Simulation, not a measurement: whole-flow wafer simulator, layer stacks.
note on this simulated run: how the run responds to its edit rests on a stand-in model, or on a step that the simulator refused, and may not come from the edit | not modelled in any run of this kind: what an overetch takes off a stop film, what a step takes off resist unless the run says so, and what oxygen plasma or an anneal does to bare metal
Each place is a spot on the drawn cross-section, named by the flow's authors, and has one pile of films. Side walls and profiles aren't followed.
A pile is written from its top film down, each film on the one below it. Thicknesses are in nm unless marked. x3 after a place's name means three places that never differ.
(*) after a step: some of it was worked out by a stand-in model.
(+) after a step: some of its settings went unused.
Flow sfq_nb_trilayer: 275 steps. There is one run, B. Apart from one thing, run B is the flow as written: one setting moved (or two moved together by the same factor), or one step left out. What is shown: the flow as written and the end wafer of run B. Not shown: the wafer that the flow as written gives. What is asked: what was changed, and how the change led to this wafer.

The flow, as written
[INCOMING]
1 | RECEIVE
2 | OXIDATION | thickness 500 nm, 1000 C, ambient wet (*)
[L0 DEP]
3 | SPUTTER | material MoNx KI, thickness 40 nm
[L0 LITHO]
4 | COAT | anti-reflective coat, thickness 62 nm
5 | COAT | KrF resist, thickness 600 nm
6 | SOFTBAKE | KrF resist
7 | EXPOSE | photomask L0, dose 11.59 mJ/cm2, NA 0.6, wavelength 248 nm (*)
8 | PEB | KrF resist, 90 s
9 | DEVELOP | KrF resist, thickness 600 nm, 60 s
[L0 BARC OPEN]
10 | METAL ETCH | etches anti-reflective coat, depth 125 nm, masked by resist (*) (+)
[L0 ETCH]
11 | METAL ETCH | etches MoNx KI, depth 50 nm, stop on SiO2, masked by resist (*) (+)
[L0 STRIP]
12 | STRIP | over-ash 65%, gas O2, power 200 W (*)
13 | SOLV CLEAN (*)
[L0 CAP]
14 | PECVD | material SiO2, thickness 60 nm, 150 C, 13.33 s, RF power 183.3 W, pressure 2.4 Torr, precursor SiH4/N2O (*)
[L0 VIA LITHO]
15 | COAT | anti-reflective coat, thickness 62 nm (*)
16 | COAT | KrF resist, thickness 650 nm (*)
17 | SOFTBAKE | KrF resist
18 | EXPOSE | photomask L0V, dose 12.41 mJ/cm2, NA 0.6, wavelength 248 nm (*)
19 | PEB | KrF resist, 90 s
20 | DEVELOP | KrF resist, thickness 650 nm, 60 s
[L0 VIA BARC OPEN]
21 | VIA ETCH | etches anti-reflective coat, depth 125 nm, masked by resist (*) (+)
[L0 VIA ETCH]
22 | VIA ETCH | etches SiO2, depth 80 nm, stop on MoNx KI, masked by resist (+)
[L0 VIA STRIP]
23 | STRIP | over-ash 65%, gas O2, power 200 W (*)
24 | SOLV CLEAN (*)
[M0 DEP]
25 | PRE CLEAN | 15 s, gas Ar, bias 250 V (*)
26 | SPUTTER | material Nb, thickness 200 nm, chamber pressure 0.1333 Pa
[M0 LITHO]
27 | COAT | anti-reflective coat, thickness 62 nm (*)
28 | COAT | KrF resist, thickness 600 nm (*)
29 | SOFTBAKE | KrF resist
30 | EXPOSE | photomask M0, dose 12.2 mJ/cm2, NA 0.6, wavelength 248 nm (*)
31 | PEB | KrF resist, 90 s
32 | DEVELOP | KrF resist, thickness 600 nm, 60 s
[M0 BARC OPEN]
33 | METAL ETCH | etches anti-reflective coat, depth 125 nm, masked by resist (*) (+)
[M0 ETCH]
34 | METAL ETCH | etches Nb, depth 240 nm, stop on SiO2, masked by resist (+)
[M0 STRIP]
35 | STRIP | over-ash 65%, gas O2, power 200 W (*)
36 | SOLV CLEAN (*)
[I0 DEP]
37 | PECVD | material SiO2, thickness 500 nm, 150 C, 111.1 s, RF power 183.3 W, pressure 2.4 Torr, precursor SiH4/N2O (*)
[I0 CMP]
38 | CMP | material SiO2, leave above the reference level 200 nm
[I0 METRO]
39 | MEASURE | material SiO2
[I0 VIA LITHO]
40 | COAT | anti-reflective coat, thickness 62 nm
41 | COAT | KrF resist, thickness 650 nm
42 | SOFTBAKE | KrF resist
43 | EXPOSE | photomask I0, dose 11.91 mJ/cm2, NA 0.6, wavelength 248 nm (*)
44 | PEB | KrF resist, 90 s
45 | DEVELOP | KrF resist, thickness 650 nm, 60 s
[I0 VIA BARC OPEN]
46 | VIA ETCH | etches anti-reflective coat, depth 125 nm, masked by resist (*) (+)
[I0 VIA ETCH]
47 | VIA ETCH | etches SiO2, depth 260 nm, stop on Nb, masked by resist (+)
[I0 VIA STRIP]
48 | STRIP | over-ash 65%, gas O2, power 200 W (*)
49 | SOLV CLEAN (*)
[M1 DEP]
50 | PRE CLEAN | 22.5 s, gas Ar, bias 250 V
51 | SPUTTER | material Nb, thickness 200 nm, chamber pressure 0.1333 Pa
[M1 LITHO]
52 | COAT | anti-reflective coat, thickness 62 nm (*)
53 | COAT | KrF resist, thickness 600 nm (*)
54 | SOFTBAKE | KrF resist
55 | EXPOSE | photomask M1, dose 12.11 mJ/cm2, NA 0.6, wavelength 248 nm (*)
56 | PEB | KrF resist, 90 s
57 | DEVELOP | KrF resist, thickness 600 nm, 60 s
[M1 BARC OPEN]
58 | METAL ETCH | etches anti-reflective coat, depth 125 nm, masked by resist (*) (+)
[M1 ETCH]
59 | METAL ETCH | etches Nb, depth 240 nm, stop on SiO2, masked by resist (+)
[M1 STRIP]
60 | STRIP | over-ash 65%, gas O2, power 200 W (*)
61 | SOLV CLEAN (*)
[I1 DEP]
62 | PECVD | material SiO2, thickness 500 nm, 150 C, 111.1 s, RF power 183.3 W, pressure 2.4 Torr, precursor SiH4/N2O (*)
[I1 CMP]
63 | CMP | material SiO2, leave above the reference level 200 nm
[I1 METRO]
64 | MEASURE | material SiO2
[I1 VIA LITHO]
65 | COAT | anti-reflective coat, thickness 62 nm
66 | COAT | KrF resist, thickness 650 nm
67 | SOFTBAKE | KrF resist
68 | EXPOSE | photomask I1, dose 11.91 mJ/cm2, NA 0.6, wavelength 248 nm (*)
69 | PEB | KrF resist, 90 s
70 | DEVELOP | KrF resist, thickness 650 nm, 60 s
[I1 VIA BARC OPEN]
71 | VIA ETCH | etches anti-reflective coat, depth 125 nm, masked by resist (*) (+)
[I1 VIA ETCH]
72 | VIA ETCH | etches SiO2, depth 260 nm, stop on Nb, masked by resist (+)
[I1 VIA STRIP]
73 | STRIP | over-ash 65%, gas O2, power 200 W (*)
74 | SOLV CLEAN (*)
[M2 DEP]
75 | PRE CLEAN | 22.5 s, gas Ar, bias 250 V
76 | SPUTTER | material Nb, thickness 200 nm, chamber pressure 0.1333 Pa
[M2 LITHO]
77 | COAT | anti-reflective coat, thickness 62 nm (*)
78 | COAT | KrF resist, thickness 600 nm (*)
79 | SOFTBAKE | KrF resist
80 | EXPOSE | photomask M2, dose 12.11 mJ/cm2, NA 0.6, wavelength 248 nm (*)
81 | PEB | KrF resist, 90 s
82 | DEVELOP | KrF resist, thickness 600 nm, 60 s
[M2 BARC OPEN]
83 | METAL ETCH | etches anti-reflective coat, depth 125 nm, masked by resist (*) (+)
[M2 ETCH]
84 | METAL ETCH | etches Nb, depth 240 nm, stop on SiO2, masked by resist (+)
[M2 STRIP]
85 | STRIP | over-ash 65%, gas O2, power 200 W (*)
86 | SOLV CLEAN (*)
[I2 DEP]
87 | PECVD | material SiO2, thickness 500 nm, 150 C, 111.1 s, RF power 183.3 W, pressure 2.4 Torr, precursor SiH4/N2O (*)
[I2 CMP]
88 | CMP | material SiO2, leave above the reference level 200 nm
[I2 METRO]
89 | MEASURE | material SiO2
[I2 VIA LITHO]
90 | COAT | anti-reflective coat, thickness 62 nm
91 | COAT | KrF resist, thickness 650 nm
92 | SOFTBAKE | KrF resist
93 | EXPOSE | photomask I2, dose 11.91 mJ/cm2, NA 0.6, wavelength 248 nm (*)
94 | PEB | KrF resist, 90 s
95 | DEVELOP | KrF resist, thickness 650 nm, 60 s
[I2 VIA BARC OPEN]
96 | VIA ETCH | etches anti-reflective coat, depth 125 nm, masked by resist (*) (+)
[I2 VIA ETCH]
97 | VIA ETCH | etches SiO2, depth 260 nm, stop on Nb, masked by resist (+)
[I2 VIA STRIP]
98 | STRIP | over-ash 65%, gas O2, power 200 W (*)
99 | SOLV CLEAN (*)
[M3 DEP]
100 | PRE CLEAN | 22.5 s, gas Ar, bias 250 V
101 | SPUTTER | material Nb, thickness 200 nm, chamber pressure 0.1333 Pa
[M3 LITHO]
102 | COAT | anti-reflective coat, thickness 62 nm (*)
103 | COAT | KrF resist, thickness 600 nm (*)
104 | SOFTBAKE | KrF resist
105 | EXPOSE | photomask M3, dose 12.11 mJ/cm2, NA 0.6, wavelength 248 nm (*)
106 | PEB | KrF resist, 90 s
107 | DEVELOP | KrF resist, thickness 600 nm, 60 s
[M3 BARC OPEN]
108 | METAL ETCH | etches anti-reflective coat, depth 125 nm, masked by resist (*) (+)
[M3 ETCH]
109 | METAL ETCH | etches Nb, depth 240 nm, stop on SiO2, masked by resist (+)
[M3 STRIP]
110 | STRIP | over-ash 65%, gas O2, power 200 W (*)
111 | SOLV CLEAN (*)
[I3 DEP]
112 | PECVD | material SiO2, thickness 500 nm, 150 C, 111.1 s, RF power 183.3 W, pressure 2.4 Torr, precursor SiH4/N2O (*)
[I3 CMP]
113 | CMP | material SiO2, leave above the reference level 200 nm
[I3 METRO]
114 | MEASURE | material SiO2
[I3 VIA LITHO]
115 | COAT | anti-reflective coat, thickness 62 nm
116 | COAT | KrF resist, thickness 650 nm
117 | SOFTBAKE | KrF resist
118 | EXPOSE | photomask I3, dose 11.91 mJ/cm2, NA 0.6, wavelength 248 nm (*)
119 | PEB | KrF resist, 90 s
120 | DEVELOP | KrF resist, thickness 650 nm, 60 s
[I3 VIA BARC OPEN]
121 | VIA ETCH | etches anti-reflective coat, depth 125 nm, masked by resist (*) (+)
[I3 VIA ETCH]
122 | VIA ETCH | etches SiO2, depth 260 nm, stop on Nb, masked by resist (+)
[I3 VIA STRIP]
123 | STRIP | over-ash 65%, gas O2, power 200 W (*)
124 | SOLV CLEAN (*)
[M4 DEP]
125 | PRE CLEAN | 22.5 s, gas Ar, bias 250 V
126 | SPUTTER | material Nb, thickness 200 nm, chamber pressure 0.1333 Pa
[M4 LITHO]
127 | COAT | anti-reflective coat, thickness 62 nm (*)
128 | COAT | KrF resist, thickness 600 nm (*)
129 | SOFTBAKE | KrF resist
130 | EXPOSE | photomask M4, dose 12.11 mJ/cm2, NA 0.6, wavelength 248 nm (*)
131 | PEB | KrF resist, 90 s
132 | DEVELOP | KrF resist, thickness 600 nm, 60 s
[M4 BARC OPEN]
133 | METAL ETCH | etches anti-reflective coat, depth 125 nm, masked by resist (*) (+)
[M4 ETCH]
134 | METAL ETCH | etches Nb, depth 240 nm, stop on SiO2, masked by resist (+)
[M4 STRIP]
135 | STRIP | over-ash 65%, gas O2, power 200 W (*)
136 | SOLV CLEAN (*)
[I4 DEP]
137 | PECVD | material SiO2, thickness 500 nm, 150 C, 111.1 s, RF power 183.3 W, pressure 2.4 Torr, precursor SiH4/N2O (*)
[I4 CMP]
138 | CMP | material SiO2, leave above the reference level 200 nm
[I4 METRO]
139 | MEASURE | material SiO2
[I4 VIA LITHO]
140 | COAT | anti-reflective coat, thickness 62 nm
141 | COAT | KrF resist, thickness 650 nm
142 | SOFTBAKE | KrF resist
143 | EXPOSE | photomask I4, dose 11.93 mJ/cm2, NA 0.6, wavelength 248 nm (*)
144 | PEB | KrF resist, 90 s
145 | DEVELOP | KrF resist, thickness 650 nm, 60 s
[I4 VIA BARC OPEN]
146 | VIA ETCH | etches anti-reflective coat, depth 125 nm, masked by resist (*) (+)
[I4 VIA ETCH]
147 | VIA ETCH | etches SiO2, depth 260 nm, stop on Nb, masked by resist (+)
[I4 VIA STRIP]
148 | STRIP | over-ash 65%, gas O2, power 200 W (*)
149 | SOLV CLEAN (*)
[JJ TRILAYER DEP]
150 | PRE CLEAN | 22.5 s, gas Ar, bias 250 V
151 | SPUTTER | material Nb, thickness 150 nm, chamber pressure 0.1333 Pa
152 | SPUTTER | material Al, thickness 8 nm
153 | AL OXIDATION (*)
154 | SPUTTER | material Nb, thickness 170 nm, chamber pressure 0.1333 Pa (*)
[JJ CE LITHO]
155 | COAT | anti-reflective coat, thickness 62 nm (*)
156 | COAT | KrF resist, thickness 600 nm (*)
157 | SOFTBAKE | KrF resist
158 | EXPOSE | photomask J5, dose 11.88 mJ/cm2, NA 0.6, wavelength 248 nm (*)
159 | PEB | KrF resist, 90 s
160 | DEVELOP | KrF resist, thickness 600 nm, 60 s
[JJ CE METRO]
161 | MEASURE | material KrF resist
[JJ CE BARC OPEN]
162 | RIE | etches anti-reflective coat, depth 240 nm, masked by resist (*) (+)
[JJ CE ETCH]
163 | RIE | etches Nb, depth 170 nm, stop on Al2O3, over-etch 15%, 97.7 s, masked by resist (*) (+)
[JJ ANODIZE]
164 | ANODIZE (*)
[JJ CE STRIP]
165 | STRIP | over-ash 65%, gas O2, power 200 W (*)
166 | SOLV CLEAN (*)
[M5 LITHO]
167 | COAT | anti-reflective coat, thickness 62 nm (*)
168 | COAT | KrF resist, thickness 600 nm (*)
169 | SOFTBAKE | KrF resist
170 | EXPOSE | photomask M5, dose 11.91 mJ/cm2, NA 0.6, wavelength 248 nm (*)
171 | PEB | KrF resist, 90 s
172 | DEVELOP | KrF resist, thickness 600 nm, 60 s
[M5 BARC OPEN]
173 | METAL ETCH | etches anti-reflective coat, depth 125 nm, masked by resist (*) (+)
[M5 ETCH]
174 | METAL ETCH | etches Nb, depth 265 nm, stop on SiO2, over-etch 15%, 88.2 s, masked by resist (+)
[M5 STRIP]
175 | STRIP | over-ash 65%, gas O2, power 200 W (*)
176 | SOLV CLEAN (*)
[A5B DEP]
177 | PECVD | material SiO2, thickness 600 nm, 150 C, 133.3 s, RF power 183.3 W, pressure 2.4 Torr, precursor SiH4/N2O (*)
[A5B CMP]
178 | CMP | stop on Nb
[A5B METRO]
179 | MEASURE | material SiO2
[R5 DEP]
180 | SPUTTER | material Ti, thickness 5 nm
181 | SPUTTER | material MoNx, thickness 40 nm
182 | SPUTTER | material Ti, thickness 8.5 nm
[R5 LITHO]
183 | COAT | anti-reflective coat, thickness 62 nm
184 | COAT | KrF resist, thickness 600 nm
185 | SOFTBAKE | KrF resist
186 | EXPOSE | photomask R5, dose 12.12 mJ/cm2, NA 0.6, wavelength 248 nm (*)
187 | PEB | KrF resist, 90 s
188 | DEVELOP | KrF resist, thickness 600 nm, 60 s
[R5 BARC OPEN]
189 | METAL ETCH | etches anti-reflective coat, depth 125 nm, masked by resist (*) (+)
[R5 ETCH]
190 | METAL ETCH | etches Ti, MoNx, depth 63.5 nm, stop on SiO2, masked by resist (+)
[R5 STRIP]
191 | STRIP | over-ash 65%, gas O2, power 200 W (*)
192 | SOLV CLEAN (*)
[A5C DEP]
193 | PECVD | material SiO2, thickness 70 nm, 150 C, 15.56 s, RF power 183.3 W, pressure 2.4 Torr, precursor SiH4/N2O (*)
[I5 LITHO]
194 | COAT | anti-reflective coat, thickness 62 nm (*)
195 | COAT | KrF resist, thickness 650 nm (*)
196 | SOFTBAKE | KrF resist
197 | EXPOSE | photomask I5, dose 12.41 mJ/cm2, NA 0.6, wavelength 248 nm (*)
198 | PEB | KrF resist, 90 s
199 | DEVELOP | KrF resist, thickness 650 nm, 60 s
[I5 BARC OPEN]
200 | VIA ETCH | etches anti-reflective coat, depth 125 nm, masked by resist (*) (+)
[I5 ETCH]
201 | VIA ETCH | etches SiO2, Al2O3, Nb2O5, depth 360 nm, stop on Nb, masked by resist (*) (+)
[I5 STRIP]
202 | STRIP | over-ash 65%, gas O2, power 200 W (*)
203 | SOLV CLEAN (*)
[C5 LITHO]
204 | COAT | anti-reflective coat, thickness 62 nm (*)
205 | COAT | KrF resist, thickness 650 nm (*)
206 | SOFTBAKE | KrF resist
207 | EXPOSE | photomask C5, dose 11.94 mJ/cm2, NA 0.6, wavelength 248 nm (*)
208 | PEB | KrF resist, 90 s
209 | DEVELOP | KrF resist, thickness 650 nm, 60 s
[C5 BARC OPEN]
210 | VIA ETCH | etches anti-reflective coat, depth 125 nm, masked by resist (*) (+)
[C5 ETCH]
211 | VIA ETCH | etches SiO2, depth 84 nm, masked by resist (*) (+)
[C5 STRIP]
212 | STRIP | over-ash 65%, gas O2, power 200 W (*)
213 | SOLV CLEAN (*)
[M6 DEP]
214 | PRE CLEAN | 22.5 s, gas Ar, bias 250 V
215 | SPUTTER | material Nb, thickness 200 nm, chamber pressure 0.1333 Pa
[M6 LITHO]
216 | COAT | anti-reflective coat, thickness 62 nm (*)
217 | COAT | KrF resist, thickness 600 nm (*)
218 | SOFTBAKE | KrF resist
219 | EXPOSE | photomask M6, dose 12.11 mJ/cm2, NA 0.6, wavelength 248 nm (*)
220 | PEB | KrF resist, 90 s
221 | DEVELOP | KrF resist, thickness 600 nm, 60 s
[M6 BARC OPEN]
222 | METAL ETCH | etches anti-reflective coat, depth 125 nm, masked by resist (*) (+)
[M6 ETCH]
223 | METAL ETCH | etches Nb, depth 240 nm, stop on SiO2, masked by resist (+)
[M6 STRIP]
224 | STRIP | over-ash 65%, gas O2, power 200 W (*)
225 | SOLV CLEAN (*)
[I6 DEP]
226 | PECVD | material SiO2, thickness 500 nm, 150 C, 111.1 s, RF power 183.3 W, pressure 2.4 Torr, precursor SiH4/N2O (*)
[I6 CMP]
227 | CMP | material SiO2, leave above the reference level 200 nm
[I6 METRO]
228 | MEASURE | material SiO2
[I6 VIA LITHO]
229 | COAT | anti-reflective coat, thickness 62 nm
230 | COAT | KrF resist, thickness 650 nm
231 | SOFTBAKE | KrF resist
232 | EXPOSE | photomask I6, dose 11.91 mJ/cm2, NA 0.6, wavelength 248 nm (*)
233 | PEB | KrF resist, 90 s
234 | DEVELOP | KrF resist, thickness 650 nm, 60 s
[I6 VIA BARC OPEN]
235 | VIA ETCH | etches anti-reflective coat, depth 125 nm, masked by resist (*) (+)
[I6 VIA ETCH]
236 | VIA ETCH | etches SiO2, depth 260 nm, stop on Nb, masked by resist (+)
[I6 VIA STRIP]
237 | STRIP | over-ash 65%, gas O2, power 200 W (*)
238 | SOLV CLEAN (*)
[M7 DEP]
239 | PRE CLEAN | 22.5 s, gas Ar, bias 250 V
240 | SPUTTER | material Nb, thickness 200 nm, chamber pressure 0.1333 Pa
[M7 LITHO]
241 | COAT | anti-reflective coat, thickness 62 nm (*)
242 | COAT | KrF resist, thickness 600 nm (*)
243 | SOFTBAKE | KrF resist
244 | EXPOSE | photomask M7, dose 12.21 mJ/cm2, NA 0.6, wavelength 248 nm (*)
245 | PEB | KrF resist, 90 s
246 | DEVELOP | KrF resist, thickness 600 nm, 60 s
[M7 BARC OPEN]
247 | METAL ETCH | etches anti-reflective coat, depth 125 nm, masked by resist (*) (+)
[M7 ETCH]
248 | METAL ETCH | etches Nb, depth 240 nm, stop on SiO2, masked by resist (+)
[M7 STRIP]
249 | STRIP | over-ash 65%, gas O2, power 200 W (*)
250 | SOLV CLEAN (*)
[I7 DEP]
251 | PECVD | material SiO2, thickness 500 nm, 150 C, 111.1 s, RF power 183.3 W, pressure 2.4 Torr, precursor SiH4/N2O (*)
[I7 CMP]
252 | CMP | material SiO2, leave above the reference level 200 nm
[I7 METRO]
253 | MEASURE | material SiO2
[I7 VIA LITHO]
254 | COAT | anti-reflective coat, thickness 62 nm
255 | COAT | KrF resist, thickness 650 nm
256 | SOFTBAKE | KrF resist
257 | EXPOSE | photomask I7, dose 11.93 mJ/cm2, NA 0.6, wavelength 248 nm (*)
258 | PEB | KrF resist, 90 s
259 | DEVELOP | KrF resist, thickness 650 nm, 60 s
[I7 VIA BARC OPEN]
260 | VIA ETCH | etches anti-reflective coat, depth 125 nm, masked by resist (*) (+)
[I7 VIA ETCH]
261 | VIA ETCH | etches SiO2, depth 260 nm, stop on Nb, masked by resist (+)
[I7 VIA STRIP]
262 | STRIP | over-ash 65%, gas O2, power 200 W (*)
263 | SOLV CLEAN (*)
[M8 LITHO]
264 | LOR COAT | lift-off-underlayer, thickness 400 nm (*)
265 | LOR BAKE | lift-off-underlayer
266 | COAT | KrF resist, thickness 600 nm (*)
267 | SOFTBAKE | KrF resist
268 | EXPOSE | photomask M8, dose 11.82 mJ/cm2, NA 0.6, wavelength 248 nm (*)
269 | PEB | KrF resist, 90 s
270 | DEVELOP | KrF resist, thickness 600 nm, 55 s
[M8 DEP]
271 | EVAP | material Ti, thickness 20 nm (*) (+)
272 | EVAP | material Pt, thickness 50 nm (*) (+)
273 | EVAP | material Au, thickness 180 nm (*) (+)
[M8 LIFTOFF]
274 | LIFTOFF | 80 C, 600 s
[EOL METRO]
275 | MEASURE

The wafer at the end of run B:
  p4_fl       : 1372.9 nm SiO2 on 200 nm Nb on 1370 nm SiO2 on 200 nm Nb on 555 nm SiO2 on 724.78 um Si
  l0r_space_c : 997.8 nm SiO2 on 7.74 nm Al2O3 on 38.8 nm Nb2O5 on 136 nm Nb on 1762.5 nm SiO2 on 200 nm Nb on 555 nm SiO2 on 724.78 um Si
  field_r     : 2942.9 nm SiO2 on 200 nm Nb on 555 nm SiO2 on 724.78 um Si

What caused this: step 152, SPUTTER: thickness 5 nm was run, though the flow has thickness 8 nm.

Step by step, how the change led to this:
  152 | SPUTTER | material Al, thickness 8 nm
      field_l, v_sur, via_sp and 100 more: +5 Al (new film) (it would be, as written: +8 Al (new film))
      via_wl, via_wr: +3.21 Al (new film) (it would be, as written: +5.14 Al (new film))
      (also at 1 further place)
  164 | ANODIZE (*)
      field_l, v_sur, via_sp and 96 more: +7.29 Al2O3, +38.8 Nb2O5 (new film), -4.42 Al (all of it), -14 Nb (it would be, as written: +12.2 Al2O3, +29.9 Nb2O5 (new film), -7.42 Al (all of it), -10.8 Nb)
      via_wl, via_wr: +4.34 Al2O3 (new film), +44.9 Nb2O5 (new film), -2.63 Al (all of it), -16.1 Nb (it would be, as written: +7.52 Al2O3 (new film), +39.2 Nb2O5 (new film), -4.56 Al (all of it), -14.1 Nb)
      (also at 1 further place)
  174 | METAL ETCH | etches Nb, depth 265 nm, stop on SiO2, over-etch 15%, 88.2 s, masked by resist (+)
      field_l, r_sur, res and 49 more: -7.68 Al2O3 (all of it), -38.8 Nb2O5 (all of it), -136 Nb (all of it), -12.2 SiO2 (it would be, as written: -12.6 Al2O3 (all of it), -29.9 Nb2O5 (all of it), -139.2 Nb (all of it), -12.3 SiO2)
      wl_a_sl: -7.67 Al2O3 (all of it), -38.8 Nb2O5 (all of it), -136 Nb (all of it), -12.2 SiO2 (it would be, as written: -12.6 Al2O3 (all of it), -29.9 Nb2O5 (all of it), -139.2 Nb (all of it), -12.3 SiO2)
  201 | VIA ETCH | etches SiO2, Al2O3, Nb2O5, depth 360 nm, stop on Nb, masked by resist (*) (+)
      be: -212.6 SiO2 (all of it), -7.74 Al2O3 (all of it), -38.8 Nb2O5 (all of it) (it would be, as written: -216.4 SiO2 (all of it), -12.7 Al2O3 (all of it), -29.9 Nb2O5 (all of it))
